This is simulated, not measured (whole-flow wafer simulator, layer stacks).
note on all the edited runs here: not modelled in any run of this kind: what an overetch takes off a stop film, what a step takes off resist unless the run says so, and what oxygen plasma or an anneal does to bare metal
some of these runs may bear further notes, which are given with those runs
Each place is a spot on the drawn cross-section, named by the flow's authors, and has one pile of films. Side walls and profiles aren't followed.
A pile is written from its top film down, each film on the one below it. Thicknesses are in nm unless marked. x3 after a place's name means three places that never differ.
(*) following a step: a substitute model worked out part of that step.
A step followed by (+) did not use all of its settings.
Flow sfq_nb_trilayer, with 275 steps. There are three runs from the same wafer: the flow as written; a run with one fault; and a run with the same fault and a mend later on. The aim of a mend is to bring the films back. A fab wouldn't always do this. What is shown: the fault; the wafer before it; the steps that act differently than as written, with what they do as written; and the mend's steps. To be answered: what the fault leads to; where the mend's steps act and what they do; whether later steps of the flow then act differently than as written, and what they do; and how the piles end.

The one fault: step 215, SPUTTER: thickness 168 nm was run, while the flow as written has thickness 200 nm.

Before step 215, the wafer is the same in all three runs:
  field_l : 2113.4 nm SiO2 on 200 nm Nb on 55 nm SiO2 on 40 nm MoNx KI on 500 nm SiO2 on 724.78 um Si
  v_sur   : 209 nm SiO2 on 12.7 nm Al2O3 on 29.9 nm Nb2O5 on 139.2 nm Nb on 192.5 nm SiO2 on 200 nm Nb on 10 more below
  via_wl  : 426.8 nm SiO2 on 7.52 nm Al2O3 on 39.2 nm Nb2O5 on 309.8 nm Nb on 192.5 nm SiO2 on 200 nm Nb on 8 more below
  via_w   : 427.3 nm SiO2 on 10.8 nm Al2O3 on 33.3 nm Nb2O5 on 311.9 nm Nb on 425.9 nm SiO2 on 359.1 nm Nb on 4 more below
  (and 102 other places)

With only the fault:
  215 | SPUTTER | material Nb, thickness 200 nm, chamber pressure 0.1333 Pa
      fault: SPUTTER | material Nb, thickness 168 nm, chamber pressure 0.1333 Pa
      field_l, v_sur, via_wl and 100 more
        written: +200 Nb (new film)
        fault: +168 Nb (new film)
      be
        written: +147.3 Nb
        fault: +124 Nb
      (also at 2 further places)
  Steps further on in the flow that do not act as written (6 other steps are not shown; they differ only slightly, by no more than 2% or 0.5 nm, whichever is larger):
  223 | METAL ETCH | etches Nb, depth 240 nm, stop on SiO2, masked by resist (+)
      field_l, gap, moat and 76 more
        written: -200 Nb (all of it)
        fault: -168 Nb (all of it)
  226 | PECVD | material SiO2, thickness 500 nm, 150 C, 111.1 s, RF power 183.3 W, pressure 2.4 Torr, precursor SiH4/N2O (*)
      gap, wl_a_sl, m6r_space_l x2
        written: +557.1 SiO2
        fault: +525.1 SiO2
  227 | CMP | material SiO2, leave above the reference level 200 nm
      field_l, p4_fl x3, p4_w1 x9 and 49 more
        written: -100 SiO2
        fault: -132 SiO2
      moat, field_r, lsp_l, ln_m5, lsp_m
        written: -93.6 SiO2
        fault: -126.6 SiO2
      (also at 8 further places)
  By the end, the piles at v_sur, via_wl, via_w and 80 more depart from the flow's by more than 2% or 0.5 nm, whichever is larger.
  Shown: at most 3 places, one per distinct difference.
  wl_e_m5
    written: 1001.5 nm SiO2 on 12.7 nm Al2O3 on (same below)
    fault: 969.5 nm SiO2 on 12.7 nm Al2O3 on (same below)
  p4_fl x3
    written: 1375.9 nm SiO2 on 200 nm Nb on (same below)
    fault: 1343.9 nm SiO2 on 200 nm Nb on (same below)
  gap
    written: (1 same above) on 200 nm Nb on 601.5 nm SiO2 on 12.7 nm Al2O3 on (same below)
    fault: (1 same above) on 200 nm Nb on 569.5 nm SiO2 on 12.7 nm Al2O3 on (same below)

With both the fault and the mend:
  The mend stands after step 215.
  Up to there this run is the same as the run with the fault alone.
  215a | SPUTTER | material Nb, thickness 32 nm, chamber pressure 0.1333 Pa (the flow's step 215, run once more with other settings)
      field_l, v_sur, via_wl and 98 more
        +32 Nb
      ce_l, ce_r
        +31.1 Nb
      be
        +20.3 Nb
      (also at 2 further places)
  Every later step of the flow that is run acts as written, at every place that is followed, to within 2% or 0.5 nm, whichever is larger.
  When the end is reached, the piles differ only a little from the flow's at the places that both follow, at most by 2% or 0.5 nm, whichever is larger.
